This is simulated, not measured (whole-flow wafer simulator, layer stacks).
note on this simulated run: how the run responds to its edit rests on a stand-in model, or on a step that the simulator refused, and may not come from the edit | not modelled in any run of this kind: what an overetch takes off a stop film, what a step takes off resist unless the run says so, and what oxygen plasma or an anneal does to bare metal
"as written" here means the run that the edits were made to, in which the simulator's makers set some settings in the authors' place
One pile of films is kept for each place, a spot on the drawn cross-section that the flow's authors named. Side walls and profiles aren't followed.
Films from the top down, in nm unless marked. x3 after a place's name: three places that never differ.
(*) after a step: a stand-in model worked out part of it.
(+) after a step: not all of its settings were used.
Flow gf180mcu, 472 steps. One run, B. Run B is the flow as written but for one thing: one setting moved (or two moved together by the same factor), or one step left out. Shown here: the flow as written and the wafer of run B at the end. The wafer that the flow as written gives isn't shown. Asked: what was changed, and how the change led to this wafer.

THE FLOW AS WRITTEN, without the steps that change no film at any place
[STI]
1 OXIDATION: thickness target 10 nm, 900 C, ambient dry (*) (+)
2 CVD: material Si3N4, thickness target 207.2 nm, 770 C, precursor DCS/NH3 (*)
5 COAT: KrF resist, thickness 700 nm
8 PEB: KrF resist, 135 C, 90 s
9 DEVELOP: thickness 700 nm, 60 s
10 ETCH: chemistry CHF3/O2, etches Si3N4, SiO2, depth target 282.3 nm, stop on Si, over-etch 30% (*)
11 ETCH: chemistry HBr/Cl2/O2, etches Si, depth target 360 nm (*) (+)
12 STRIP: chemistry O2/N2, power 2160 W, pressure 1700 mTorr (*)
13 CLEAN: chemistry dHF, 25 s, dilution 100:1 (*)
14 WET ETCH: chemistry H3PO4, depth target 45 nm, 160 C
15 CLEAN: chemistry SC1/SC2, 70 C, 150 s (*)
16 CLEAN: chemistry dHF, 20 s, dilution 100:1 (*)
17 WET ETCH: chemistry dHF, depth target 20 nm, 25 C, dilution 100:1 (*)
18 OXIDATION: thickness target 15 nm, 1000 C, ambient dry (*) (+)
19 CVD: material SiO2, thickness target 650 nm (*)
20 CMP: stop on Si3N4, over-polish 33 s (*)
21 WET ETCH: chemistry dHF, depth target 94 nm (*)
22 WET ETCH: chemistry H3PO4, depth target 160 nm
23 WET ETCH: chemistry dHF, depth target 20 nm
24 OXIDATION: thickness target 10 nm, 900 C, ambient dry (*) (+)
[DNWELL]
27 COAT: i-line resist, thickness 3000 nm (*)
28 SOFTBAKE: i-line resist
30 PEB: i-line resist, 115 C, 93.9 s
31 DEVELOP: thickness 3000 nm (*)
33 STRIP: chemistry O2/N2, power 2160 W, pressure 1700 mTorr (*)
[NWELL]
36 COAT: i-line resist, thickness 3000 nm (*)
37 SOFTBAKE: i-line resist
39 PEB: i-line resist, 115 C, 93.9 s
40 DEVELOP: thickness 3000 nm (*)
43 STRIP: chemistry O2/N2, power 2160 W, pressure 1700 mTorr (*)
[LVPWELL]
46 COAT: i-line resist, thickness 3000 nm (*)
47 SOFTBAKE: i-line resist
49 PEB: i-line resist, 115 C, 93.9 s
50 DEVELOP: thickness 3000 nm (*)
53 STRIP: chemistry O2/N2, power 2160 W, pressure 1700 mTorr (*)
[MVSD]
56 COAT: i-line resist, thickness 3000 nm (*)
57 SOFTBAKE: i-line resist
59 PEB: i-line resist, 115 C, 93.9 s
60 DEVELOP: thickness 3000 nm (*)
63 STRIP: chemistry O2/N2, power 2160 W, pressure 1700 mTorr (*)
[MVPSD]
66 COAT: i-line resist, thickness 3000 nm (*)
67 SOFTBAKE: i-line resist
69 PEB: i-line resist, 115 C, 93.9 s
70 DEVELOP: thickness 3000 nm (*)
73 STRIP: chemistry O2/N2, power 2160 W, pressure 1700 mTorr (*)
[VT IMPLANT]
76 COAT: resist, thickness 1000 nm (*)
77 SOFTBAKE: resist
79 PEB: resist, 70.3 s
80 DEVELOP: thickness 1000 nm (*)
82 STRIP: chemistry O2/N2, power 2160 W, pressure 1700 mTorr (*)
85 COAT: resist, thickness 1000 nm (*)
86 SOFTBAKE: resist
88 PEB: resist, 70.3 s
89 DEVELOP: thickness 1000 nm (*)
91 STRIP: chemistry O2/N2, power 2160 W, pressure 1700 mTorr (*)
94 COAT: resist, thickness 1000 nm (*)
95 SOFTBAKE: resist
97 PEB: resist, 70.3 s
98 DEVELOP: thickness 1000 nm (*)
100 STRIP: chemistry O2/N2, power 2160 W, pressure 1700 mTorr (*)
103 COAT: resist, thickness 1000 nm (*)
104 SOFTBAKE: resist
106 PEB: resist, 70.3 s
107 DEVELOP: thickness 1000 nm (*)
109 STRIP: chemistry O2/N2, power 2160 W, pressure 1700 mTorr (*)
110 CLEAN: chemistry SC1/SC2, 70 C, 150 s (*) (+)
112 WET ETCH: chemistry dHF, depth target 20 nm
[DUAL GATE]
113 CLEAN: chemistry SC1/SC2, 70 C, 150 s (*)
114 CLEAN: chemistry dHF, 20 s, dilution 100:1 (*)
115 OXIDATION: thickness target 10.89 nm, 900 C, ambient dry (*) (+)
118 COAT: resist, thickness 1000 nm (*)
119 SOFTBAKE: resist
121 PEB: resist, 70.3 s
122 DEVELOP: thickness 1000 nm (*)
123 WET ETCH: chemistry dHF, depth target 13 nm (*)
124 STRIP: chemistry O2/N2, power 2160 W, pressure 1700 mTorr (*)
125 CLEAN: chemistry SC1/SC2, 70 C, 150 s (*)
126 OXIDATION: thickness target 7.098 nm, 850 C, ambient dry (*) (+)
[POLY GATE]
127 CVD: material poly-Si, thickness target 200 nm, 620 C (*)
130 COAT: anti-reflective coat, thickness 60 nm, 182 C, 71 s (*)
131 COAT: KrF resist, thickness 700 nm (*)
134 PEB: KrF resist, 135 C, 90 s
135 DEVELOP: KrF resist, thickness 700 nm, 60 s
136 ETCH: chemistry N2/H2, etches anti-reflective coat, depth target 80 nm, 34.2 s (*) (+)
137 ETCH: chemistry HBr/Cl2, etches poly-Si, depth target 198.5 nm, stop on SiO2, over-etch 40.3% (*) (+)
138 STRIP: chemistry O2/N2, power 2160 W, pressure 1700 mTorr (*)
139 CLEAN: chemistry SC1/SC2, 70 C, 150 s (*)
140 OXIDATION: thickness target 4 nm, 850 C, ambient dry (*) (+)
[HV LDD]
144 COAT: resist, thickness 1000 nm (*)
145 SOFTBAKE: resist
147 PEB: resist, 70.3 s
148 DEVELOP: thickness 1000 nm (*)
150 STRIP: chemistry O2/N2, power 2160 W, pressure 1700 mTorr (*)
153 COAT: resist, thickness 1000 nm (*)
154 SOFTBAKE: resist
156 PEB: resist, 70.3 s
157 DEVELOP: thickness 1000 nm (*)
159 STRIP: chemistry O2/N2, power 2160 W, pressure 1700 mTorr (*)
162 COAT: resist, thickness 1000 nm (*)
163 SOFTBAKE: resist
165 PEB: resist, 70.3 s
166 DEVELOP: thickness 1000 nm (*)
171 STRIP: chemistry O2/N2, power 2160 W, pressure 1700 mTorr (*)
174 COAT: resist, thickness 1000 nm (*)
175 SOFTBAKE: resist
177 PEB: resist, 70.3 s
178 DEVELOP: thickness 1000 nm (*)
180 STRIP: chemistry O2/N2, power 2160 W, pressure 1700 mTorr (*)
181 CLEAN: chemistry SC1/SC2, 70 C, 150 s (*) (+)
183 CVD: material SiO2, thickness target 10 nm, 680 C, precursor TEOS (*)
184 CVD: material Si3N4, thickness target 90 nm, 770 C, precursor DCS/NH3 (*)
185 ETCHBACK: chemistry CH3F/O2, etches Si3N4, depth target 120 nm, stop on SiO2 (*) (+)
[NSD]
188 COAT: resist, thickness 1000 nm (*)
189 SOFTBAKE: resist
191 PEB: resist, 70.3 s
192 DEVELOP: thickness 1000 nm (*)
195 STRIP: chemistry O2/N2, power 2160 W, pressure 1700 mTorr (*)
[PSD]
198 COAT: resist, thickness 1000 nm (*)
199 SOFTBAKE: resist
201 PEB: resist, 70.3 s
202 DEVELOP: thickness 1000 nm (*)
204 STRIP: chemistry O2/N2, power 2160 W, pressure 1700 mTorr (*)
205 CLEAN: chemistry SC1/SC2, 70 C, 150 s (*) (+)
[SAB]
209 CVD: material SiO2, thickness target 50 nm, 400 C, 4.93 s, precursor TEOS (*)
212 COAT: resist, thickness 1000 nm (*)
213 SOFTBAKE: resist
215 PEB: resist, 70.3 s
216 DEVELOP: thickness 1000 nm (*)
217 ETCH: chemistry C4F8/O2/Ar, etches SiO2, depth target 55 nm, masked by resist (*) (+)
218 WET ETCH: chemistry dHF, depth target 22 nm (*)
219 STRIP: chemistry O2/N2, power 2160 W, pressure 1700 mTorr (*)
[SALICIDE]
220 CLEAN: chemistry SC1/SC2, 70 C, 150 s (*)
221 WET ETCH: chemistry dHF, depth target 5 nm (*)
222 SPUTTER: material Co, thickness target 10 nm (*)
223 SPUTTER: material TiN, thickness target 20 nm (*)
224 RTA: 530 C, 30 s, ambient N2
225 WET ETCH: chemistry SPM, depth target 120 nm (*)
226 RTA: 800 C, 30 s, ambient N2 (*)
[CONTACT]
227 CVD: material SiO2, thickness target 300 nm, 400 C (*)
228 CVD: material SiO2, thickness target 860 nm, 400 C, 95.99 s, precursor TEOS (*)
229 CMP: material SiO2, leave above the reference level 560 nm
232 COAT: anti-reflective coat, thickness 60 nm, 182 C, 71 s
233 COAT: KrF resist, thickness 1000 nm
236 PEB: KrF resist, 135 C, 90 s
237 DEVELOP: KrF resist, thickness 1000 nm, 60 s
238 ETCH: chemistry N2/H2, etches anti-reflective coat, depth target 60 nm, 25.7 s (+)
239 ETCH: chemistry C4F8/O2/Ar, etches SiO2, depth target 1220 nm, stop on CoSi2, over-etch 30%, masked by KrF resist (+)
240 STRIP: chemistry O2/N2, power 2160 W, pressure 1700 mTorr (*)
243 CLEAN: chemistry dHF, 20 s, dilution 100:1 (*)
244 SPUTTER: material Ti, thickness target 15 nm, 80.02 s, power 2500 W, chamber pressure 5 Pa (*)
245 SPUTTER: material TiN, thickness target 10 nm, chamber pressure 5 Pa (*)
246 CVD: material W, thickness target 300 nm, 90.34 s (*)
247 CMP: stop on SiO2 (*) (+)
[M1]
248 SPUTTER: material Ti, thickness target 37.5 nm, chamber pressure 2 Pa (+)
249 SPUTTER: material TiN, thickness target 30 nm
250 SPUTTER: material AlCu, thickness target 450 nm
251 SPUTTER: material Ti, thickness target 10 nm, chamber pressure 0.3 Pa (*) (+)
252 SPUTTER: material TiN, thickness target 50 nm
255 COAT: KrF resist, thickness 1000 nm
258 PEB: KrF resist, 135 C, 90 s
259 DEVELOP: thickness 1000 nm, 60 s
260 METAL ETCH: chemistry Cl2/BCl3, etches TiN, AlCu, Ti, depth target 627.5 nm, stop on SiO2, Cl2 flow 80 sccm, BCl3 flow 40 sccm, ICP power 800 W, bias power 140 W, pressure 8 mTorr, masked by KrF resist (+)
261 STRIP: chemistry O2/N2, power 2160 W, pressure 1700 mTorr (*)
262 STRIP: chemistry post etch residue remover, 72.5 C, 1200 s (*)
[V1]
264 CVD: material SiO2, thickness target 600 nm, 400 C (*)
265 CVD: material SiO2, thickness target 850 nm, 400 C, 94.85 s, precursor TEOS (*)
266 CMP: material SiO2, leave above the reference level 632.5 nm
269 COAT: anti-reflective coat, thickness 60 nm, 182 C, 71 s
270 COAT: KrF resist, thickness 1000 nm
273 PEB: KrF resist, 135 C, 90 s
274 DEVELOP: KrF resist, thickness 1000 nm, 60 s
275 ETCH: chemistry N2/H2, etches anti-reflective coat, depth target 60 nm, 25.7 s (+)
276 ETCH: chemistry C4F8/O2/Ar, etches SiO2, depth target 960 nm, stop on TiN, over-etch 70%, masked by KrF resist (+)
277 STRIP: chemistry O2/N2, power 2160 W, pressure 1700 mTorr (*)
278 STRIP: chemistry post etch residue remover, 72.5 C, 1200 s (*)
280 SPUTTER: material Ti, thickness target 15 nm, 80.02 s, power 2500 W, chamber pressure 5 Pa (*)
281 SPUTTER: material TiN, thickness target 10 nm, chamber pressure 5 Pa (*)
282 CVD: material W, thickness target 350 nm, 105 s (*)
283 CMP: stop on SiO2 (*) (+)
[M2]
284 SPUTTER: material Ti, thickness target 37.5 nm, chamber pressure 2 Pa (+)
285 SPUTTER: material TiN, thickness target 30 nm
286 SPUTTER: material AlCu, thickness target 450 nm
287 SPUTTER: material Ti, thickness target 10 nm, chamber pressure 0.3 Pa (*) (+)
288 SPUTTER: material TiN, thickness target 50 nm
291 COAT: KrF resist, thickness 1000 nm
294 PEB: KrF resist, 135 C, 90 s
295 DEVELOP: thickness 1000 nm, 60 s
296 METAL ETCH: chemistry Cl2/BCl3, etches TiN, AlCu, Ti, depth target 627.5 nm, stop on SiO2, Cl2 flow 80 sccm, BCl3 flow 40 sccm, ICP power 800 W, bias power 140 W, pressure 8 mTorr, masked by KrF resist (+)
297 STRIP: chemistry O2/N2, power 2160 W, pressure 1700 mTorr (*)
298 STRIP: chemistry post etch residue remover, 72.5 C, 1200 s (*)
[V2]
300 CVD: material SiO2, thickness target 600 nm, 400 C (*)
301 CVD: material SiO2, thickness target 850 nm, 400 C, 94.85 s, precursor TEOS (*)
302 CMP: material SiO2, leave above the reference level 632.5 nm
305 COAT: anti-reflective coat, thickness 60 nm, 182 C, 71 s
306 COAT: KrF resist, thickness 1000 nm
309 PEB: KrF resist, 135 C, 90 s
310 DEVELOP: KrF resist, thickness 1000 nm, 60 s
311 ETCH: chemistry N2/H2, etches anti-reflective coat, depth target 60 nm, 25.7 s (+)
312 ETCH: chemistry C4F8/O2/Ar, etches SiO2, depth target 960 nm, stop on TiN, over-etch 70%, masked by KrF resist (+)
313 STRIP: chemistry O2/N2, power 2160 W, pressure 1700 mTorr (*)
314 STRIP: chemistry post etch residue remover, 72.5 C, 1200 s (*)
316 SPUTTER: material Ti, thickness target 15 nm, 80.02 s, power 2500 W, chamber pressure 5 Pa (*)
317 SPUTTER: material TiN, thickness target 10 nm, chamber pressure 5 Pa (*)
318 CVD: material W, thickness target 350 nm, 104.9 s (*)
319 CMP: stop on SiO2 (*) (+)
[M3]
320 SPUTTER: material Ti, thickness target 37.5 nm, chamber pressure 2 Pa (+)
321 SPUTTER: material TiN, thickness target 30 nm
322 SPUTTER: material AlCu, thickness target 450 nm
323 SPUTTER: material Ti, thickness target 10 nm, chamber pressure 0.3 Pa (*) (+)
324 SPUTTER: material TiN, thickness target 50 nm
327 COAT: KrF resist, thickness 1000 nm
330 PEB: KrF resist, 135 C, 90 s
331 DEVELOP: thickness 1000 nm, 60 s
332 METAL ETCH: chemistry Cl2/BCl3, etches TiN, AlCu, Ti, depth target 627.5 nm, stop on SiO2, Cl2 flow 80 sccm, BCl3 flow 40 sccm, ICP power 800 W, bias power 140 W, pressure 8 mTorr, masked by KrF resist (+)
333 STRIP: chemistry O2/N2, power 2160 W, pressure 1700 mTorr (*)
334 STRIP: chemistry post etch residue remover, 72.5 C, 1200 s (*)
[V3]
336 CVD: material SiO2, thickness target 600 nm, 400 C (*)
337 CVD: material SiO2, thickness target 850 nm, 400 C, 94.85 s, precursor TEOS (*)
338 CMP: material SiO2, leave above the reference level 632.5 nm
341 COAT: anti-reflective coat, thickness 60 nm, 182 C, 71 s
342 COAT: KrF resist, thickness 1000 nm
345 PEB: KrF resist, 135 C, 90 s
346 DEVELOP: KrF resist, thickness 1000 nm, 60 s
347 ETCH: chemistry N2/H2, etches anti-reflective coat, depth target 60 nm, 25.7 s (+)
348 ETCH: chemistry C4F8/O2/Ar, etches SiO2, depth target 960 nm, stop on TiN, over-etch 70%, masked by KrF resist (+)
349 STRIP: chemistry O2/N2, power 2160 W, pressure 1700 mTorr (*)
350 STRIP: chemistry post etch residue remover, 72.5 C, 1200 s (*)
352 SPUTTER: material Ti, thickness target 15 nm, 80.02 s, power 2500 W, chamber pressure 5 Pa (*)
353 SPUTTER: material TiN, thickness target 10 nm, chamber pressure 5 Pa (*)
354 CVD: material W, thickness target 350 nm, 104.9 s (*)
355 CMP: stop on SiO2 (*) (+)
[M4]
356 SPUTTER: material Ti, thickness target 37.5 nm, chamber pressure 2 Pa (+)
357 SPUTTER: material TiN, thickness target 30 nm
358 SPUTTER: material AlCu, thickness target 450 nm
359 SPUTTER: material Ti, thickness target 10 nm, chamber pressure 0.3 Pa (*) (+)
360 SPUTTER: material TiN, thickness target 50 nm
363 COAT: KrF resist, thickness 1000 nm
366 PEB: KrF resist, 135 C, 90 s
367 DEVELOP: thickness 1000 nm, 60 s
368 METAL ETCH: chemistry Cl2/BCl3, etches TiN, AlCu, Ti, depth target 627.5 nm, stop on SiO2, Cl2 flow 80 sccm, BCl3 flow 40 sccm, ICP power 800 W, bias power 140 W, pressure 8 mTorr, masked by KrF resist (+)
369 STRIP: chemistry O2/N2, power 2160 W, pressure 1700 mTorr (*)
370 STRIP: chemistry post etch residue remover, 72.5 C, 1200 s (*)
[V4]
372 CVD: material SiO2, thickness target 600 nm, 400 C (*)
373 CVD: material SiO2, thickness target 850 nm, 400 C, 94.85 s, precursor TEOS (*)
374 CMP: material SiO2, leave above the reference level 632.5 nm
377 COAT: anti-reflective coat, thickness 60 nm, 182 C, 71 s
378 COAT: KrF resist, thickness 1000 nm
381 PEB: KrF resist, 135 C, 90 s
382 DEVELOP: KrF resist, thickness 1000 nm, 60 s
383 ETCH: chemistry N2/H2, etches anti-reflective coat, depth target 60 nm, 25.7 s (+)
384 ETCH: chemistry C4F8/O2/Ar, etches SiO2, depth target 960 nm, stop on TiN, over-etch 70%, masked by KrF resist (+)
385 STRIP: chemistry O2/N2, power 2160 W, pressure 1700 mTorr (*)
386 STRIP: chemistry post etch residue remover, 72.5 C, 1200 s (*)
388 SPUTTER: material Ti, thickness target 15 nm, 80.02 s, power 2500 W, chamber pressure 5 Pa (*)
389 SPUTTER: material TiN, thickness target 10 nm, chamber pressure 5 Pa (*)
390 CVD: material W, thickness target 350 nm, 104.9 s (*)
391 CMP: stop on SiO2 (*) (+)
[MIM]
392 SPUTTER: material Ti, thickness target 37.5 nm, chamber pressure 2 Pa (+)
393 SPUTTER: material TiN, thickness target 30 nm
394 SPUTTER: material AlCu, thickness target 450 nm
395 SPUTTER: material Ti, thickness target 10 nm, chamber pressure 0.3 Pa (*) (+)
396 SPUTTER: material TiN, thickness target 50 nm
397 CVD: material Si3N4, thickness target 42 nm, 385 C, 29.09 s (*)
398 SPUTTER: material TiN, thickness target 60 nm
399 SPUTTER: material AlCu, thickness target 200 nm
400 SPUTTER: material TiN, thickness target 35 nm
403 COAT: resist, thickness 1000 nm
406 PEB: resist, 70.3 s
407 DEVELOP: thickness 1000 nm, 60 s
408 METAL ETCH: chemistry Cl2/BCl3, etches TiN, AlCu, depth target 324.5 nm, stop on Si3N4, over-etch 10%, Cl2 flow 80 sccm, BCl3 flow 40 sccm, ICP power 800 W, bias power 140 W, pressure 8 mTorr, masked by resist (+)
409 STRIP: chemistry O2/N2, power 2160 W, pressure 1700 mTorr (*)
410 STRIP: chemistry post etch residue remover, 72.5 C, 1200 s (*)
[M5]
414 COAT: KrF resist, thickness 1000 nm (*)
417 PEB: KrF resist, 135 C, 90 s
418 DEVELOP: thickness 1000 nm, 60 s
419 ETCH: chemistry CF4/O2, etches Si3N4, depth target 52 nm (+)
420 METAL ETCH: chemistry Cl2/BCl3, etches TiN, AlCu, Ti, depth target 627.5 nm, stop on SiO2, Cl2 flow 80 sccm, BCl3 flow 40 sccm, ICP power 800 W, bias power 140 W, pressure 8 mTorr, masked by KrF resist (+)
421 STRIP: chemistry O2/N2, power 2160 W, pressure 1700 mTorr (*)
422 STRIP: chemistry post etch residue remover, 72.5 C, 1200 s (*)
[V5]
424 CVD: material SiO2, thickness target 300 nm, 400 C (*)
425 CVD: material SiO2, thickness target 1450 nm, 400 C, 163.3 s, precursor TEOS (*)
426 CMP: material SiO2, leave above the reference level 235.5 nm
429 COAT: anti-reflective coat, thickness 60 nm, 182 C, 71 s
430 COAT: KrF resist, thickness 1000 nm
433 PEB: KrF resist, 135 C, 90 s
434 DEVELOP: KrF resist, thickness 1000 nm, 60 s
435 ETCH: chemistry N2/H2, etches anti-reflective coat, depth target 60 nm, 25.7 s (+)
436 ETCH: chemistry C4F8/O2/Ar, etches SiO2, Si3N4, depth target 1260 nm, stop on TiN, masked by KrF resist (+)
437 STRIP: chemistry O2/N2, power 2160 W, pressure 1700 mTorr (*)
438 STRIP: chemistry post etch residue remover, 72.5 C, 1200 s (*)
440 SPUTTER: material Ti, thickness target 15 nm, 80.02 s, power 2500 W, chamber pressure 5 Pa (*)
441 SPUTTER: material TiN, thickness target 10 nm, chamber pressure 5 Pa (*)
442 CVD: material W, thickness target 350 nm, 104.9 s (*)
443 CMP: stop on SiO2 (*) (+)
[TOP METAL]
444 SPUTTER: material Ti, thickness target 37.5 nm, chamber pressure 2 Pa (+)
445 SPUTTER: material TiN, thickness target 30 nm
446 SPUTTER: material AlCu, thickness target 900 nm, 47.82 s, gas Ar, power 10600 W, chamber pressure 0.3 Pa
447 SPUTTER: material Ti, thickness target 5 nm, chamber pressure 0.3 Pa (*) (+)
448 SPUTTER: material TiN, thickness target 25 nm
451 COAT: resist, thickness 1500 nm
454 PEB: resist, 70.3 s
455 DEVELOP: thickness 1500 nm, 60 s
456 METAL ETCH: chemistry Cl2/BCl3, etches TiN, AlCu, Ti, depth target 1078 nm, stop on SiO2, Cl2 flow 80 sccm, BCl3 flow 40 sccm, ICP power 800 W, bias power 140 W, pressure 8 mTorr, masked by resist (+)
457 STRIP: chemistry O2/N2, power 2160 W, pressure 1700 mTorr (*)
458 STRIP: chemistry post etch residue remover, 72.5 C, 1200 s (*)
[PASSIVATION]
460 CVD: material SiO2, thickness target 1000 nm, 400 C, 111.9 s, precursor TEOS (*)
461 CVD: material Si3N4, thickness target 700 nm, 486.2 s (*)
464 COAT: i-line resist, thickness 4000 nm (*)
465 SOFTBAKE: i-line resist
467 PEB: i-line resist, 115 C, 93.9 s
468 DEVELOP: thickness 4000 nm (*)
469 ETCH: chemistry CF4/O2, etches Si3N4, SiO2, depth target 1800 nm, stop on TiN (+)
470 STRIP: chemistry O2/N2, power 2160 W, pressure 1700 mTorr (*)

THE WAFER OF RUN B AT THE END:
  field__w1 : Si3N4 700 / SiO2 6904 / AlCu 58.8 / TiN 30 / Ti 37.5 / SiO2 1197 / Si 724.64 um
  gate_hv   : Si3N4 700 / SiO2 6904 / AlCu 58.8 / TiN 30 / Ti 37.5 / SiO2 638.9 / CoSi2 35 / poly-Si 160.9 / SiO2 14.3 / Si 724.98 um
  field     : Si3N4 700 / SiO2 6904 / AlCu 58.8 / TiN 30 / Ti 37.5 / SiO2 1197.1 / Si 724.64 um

The cause: step 260, METAL ETCH: depth target 445.5 nm was run, where the flow has depth target 627.5 nm.

How the change led to this, step by step:
  260 METAL ETCH: chemistry Cl2/BCl3, etches TiN, AlCu, Ti, depth target 627.5 nm, stop on SiO2, Cl2 flow 80 sccm, BCl3 flow 40 sccm, ICP power 800 W, bias power 140 W, pressure 8 mTorr, masked by KrF resist (+)
      field, field__w1, field__w2 and 99 more: TiN -50 (all of it), Ti -10 (all of it), AlCu -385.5 (as written it would be: TiN -50 (all of it), Ti -10 (all of it), AlCu -450 (all of it), TiN -30 (all of it), Ti -37.5 (all of it))
      field__w8, contact, m1 and 6 more: KrF resist -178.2 (as written it would be: KrF resist -251)
  261 STRIP: chemistry O2/N2, power 2160 W, pressure 1700 mTorr (*)
      field__w8, contact, m1 and 6 more: KrF resist -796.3 (all of it) (as written it would be: KrF resist -723.5 (all of it))
  262 STRIP: chemistry post etch residue remover, 72.5 C, 1200 s (*)
      field, field__w1, field__w2 and 99 more: AlCu -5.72 (as written it would be: nothing)
  264 CVD: material SiO2, thickness target 600 nm, 400 C (*)
      field, field__w1, field__w2 and 99 more: SiO2 +600 (new film) (as written it would be: SiO2 +600)
  266 CMP: material SiO2, leave above the reference level 632.5 nm
      field, field__w1, field__w2 and 99 more: SiO2 -426.3 (as written it would be: SiO2 -300)
Counting metal films that touch as one body, field__w1 has 1 body; the flow as written gives 0 bodies.
Counting metal films that touch as one body, gate_hv has 2 bodies (between them, from the top down: SiO2 638.9); the flow as written gives 1 body.
Counting metal films that touch as one body, field has 1 body; the flow as written gives 0 bodies.
